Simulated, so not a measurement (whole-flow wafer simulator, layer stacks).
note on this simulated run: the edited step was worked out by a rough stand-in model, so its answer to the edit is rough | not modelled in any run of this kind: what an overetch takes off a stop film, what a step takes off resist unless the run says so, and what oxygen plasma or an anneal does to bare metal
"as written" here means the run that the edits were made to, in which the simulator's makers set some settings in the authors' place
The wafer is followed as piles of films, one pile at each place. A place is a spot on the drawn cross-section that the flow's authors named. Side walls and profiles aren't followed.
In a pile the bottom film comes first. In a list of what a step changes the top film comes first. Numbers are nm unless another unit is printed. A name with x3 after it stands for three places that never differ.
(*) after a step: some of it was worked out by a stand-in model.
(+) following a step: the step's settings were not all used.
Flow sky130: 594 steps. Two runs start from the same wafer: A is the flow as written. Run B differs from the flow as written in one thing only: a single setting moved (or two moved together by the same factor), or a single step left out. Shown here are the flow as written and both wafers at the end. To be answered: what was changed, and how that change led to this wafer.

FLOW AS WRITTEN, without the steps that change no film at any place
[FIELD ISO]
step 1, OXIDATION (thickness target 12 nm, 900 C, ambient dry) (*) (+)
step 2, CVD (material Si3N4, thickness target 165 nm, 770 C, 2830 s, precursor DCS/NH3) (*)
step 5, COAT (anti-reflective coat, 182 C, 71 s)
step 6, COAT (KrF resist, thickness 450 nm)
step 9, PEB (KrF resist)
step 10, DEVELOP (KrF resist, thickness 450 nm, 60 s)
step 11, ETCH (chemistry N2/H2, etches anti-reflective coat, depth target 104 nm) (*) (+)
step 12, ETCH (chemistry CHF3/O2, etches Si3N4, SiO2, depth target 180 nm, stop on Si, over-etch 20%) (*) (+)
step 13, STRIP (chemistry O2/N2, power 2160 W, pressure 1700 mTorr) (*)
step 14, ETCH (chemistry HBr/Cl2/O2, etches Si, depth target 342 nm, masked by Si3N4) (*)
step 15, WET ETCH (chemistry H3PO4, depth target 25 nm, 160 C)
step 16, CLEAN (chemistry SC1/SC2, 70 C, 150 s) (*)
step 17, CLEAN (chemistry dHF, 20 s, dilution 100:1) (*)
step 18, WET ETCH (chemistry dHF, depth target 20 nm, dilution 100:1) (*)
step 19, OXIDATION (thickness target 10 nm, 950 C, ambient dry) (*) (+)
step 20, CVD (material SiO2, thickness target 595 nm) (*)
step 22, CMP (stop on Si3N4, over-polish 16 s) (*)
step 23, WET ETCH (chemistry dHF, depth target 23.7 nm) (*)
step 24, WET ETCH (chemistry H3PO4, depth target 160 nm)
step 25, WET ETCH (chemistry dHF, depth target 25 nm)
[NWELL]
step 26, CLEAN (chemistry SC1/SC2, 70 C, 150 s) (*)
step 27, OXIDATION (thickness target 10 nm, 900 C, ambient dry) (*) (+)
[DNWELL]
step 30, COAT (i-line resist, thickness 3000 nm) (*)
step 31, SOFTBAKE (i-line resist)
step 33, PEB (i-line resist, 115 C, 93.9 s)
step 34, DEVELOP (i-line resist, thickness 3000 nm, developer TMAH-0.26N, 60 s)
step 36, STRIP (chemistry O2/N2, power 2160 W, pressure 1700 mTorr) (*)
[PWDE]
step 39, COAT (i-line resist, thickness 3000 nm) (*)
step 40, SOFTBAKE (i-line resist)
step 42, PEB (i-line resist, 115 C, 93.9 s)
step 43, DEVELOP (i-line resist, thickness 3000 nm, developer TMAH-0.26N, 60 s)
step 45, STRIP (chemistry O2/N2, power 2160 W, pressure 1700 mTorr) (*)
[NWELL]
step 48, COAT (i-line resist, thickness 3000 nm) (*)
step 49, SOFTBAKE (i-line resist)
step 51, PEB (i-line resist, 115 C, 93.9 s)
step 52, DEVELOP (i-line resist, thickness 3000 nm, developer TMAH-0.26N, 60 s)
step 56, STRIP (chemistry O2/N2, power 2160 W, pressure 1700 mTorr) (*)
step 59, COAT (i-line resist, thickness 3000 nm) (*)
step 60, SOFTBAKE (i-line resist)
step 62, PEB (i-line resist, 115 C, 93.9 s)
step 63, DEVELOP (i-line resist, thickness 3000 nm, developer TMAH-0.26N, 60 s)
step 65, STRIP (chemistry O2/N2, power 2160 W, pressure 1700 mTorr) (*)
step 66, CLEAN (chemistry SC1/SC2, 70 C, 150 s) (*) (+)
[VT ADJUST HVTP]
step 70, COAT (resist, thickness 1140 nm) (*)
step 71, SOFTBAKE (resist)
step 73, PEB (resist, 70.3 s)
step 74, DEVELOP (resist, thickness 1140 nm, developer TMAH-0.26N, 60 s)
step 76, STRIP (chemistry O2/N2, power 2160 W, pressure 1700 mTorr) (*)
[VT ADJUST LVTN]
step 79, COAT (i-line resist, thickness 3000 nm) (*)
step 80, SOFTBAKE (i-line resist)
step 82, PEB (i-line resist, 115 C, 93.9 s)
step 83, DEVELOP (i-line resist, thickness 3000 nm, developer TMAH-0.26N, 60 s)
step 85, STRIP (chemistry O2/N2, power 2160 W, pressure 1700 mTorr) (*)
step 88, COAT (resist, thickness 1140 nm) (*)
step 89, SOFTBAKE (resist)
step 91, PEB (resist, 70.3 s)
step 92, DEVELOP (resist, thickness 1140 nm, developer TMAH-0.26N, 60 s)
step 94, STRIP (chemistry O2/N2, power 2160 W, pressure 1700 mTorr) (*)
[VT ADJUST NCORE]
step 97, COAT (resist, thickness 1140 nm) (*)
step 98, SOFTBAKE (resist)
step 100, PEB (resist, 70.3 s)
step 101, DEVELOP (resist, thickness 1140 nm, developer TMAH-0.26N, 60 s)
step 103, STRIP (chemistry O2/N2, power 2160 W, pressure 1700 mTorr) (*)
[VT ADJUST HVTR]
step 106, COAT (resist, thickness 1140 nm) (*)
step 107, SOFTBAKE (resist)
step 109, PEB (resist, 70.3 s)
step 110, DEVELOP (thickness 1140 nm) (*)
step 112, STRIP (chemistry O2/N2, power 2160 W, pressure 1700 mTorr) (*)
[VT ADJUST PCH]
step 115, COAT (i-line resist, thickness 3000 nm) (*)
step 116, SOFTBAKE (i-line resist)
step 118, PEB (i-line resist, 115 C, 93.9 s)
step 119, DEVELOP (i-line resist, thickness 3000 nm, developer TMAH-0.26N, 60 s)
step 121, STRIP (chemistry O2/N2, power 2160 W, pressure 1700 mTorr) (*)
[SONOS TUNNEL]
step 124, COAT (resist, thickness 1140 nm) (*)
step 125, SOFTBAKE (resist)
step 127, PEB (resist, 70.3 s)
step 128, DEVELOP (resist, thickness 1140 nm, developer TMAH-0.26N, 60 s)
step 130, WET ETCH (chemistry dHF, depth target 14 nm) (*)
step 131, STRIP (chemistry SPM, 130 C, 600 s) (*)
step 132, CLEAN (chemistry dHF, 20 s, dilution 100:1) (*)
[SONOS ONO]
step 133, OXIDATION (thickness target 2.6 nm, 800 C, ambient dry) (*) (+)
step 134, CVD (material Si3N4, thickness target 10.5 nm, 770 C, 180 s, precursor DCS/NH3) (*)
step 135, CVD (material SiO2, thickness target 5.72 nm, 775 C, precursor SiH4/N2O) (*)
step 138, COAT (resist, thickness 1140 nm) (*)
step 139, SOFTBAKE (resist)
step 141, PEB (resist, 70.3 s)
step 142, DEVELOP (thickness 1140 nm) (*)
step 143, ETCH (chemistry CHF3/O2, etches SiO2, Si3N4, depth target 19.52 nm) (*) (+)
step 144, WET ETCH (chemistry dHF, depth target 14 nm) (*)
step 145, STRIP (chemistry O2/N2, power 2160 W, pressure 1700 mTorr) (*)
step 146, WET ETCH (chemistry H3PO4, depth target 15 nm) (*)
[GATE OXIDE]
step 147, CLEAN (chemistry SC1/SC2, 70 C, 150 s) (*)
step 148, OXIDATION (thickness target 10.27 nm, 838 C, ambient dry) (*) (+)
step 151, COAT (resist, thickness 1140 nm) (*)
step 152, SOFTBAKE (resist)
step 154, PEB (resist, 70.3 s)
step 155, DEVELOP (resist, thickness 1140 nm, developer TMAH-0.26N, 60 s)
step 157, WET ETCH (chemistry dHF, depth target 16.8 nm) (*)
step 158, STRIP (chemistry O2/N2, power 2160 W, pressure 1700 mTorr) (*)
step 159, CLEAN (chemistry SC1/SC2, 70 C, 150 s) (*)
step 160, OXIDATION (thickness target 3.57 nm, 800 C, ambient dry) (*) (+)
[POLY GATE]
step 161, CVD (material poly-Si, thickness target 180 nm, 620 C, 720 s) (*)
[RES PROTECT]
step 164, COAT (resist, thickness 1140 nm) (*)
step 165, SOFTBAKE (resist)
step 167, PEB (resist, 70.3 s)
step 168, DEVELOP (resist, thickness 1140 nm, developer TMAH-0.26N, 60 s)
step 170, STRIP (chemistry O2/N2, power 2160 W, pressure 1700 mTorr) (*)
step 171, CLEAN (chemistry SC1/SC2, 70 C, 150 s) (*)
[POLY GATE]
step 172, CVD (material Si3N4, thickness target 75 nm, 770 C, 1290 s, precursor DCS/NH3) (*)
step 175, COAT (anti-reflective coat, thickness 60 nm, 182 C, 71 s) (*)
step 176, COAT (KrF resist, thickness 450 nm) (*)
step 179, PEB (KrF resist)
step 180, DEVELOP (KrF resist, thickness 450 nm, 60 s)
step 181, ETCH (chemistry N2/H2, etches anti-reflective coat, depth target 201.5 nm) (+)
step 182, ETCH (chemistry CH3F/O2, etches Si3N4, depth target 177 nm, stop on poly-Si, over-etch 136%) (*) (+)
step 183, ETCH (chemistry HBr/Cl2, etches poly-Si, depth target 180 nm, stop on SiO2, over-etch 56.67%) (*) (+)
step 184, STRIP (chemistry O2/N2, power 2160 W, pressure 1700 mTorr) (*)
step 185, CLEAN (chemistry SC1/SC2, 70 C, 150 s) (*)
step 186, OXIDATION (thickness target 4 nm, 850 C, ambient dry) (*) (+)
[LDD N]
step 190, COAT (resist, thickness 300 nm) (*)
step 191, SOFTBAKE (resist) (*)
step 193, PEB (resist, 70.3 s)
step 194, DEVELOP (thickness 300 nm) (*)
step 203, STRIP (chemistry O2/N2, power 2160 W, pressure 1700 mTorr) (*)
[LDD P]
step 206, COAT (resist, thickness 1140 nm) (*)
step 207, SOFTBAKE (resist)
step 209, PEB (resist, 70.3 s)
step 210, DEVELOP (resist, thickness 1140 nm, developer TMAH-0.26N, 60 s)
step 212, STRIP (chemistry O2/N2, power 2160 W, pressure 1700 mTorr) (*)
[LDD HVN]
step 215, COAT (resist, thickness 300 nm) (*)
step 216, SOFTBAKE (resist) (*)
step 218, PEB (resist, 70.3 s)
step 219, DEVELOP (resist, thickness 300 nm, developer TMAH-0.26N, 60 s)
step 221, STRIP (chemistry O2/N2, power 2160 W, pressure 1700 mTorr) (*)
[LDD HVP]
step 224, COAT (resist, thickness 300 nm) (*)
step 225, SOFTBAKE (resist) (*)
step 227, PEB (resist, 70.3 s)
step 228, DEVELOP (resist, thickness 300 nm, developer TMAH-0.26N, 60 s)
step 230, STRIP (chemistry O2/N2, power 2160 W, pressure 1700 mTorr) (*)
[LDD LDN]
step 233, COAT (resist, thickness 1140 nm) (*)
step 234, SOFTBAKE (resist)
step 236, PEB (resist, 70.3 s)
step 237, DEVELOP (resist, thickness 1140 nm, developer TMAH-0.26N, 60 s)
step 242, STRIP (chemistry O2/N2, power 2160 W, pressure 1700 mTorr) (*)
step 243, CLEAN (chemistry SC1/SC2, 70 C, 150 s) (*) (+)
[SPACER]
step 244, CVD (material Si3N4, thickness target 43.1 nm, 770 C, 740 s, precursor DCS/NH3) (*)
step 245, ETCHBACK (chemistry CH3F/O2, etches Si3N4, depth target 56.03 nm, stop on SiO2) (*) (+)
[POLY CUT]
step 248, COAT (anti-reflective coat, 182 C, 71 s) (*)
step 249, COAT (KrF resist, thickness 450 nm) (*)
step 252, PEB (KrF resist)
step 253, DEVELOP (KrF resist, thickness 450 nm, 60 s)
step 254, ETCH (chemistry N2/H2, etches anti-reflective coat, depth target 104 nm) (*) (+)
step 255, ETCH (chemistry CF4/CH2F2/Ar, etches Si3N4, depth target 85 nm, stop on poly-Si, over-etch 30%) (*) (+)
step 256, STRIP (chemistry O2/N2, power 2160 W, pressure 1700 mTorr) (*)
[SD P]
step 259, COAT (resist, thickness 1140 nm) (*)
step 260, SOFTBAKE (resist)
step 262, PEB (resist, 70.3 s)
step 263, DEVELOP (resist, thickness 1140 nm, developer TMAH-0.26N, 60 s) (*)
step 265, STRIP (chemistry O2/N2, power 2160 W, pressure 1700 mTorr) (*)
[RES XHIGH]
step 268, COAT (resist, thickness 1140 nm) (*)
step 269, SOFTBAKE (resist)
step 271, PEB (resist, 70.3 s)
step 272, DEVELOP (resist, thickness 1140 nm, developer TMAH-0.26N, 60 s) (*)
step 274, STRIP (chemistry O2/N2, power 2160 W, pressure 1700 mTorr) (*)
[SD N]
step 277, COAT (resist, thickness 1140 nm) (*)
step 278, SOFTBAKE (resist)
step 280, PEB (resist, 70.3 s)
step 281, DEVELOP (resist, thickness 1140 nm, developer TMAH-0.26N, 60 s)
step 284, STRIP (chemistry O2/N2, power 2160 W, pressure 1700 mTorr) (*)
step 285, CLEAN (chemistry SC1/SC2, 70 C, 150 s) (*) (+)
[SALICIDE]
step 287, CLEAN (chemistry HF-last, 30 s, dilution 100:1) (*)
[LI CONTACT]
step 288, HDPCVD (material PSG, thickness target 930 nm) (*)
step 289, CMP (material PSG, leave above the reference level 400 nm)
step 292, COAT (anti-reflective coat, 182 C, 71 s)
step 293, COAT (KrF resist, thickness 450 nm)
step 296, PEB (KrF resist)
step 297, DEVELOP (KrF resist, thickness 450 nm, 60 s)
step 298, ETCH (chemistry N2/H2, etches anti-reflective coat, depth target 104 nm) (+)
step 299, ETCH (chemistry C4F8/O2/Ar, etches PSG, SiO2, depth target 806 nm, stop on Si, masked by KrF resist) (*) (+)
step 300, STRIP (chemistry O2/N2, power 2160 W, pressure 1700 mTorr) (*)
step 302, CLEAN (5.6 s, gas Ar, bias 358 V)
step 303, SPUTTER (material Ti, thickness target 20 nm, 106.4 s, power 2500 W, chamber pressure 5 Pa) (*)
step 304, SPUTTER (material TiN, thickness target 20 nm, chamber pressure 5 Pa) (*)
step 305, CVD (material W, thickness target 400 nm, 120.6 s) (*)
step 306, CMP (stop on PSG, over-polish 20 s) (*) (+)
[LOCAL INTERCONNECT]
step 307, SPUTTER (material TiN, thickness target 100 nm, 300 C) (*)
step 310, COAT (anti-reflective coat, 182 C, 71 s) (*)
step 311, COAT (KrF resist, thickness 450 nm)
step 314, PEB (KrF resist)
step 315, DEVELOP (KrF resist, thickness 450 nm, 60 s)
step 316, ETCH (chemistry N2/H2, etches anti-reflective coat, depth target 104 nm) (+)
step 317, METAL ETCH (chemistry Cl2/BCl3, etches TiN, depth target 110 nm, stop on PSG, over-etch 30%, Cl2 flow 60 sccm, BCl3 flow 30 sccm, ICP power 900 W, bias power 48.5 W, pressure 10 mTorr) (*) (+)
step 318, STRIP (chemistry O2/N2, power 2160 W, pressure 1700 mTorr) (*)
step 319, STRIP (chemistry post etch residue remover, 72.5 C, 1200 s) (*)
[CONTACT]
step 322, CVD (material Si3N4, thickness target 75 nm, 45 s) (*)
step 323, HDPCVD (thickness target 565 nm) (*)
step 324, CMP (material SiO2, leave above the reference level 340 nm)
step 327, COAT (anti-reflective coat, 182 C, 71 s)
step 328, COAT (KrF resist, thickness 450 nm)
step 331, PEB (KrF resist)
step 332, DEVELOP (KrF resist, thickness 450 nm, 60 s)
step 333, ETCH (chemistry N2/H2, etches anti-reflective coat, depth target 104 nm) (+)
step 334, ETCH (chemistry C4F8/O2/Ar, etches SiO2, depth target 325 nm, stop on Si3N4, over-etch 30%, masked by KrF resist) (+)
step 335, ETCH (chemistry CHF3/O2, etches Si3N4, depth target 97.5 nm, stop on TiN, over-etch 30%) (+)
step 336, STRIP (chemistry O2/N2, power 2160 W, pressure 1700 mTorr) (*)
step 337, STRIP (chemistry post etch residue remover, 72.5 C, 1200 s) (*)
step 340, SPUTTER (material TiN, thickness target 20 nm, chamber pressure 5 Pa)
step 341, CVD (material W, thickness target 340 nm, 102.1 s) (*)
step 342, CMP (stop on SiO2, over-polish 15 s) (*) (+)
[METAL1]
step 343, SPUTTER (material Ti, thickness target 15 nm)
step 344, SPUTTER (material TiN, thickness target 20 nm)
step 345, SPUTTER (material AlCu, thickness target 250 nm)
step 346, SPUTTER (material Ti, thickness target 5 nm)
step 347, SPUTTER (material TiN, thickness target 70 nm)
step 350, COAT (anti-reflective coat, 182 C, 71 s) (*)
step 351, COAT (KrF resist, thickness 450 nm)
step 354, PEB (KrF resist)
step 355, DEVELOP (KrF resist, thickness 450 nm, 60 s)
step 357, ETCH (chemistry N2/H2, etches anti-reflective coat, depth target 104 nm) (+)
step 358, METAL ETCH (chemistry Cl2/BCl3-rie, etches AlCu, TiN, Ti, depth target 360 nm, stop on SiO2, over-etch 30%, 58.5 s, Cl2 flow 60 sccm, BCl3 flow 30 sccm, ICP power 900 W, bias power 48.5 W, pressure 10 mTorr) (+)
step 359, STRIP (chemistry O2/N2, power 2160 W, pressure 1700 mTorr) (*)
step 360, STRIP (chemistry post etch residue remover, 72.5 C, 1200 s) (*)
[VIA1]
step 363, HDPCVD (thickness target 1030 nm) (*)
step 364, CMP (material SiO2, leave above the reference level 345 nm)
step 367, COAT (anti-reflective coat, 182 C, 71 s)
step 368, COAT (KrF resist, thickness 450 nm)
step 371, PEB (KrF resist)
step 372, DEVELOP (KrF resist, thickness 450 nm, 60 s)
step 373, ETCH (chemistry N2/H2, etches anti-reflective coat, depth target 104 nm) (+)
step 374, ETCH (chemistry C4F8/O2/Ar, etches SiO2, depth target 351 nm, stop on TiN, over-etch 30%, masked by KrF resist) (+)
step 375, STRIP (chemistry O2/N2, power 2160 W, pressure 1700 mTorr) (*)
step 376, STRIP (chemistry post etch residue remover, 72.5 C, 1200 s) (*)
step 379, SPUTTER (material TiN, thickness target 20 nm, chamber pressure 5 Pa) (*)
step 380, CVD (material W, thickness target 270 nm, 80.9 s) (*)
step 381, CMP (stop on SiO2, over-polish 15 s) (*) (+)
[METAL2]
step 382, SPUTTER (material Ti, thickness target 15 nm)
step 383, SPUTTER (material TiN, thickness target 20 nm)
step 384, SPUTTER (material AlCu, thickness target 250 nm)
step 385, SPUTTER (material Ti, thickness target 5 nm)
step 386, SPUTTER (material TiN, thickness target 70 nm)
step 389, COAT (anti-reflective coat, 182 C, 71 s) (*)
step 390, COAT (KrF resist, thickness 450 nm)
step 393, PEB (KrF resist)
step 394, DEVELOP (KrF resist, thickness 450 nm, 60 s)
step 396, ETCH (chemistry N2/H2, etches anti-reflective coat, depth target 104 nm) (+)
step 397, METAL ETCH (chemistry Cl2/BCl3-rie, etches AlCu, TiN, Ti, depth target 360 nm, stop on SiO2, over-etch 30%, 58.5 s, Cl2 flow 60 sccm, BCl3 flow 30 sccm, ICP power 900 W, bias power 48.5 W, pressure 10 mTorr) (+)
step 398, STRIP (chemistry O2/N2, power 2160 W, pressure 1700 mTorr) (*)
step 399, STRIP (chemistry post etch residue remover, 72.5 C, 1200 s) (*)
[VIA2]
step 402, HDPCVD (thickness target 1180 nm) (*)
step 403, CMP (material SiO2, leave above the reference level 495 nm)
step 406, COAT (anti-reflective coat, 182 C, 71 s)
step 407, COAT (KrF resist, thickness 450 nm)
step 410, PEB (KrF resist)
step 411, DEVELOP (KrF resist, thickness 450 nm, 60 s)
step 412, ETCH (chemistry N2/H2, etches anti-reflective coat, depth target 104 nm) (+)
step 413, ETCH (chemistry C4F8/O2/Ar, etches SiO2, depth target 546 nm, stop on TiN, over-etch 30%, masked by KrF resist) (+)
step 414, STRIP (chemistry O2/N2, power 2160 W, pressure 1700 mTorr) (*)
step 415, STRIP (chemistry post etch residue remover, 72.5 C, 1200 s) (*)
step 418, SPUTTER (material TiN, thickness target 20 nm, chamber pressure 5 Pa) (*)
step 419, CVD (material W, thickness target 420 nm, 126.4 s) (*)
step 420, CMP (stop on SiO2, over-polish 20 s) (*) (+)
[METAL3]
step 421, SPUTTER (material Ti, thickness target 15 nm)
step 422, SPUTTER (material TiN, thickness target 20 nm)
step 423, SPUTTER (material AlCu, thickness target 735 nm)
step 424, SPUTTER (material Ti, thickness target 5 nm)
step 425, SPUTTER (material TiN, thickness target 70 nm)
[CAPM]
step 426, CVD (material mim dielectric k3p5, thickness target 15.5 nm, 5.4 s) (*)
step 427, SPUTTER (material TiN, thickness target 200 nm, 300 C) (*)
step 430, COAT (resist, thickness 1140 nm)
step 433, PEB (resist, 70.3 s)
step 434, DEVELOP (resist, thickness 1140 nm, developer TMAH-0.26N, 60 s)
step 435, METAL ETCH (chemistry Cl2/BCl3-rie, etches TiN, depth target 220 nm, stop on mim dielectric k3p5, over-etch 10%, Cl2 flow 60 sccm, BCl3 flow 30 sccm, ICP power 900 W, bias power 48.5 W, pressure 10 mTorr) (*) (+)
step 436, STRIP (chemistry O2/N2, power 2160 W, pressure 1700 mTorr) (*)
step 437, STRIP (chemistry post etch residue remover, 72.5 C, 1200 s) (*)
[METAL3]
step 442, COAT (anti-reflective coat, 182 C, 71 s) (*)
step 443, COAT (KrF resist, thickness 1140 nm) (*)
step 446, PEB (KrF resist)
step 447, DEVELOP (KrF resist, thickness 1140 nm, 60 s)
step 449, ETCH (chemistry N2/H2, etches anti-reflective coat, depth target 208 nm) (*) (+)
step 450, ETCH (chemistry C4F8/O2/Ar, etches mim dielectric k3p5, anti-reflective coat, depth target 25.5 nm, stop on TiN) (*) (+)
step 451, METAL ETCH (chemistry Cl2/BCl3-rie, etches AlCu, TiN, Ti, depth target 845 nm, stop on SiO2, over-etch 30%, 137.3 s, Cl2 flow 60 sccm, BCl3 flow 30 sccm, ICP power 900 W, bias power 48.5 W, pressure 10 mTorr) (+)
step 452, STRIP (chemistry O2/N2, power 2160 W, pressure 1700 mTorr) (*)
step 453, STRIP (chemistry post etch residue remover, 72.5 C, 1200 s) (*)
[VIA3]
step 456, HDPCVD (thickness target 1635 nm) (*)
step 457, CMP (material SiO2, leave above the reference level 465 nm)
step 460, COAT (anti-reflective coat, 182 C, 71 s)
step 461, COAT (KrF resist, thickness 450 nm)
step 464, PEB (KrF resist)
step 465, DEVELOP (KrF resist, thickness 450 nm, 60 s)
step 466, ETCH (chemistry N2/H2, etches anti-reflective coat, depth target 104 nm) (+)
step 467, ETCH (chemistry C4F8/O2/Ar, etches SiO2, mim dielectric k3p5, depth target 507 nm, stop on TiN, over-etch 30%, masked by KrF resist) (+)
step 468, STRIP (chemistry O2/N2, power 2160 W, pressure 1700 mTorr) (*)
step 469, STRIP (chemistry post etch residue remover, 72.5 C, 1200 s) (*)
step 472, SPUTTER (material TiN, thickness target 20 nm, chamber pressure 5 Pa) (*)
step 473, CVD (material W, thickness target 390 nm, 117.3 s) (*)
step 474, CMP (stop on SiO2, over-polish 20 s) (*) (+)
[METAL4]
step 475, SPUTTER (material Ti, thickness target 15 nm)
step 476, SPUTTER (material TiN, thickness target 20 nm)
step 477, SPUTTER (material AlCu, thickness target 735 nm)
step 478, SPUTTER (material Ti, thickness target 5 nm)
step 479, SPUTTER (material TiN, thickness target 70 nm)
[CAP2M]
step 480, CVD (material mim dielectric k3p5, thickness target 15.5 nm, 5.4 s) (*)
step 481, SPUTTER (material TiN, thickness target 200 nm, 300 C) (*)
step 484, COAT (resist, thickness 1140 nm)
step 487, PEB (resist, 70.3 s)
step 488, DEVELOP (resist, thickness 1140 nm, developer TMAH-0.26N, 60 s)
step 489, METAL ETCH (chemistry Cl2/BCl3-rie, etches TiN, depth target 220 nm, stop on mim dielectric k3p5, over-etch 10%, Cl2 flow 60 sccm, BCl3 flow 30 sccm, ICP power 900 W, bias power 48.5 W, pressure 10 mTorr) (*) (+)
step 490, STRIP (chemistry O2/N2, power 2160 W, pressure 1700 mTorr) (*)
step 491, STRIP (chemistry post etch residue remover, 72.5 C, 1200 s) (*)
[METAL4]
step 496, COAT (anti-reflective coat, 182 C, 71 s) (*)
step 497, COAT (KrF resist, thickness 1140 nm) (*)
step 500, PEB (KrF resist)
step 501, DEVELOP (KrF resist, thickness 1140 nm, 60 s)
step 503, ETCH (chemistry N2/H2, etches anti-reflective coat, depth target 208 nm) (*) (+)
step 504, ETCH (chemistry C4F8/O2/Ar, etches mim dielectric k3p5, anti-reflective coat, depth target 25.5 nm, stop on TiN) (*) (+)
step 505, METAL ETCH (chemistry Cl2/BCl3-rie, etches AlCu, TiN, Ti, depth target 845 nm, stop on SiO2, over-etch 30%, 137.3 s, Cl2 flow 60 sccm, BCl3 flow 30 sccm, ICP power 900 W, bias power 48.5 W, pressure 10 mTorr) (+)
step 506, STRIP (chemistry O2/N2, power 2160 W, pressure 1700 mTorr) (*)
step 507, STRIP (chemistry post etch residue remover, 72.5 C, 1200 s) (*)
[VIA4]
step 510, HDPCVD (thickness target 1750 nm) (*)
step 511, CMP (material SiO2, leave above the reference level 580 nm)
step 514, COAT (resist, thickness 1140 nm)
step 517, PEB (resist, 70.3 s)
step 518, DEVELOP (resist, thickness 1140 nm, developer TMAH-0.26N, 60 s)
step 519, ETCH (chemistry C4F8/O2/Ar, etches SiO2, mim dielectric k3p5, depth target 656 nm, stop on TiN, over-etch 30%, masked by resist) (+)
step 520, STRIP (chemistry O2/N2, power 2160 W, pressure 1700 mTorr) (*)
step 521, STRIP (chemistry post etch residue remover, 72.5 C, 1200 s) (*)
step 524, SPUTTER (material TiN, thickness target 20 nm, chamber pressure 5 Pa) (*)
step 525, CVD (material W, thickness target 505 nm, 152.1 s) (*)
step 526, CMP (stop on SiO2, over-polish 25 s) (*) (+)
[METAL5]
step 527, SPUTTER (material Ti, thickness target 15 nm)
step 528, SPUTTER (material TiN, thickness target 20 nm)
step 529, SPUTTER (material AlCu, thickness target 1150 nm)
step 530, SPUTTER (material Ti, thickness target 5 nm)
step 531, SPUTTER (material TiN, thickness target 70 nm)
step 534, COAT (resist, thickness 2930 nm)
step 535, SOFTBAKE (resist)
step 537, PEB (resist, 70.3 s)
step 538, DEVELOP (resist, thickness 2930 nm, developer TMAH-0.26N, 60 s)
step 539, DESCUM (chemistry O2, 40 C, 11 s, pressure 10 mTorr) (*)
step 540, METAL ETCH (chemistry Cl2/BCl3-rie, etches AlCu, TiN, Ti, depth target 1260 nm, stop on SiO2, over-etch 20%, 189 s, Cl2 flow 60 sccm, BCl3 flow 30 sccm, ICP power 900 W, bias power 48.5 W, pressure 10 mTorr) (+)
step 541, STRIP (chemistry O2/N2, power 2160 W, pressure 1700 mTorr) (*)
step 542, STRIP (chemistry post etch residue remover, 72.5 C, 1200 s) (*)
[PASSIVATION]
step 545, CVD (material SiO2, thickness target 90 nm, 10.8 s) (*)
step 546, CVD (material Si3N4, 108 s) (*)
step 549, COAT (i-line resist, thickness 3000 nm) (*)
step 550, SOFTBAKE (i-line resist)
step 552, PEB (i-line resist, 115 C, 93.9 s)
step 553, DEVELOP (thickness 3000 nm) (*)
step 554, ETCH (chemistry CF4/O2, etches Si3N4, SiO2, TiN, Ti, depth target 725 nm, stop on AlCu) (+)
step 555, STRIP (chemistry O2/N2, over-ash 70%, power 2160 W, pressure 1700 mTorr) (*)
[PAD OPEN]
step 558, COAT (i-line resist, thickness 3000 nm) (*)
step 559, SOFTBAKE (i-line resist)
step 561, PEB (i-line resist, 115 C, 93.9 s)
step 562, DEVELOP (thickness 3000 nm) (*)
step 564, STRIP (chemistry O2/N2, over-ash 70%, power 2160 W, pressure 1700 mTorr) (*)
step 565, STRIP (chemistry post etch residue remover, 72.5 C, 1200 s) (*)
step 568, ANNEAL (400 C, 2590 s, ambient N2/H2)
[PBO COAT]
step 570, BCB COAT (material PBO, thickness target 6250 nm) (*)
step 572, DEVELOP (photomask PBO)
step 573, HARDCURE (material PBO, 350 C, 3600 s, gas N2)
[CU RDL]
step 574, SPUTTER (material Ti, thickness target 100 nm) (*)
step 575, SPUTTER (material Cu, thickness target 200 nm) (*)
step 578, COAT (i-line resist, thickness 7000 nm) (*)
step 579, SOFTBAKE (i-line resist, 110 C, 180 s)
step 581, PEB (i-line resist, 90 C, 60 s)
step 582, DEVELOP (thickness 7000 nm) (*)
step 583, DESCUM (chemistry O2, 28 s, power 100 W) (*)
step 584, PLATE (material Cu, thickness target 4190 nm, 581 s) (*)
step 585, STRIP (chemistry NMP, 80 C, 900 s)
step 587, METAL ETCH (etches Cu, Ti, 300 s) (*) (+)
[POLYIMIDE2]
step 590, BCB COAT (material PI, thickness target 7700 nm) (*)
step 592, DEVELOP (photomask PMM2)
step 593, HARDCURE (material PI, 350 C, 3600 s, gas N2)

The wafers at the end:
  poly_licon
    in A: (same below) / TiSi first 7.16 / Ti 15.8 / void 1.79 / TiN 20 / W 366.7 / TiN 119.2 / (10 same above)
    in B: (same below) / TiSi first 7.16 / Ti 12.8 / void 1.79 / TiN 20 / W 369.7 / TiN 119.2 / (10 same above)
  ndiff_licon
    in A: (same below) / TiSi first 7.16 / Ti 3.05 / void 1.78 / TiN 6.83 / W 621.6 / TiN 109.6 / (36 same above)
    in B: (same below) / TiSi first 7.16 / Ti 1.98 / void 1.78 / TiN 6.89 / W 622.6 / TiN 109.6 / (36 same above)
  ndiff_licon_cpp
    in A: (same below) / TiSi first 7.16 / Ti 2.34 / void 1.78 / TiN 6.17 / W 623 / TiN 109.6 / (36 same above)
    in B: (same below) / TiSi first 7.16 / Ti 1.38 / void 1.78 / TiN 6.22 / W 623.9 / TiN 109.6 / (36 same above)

Cause: step 303, SPUTTER: 90.41 s was run, whereas the flow has 106.4 s.

How this came from the change, step by step:
  step 303, SPUTTER (material Ti, thickness target 20 nm, 106.4 s, power 2500 W, chamber pressure 5 Pa) (*)
      field, active, n_well and 185 more: A Ti gains 20 (new film) | B Ti gains 17 (new film)
      ndiff_licon: A Ti gains 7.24 (new film) | B Ti gains 6.17 (new film)
      (and at 2 other places as well)
  step 306, CMP (stop on PSG, over-polish 20 s) (*) (+)
      field, active, n_well and 184 more: A W loses 400 (all of it), TiN loses 20 (all of it), Ti loses 20 (all of it), PSG loses 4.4 | B W loses 400 (all of it), TiN loses 20 (all of it), Ti loses 17 (all of it), PSG loses 4.4
      poly_licon: A W loses 33.3 | B W loses 30.3
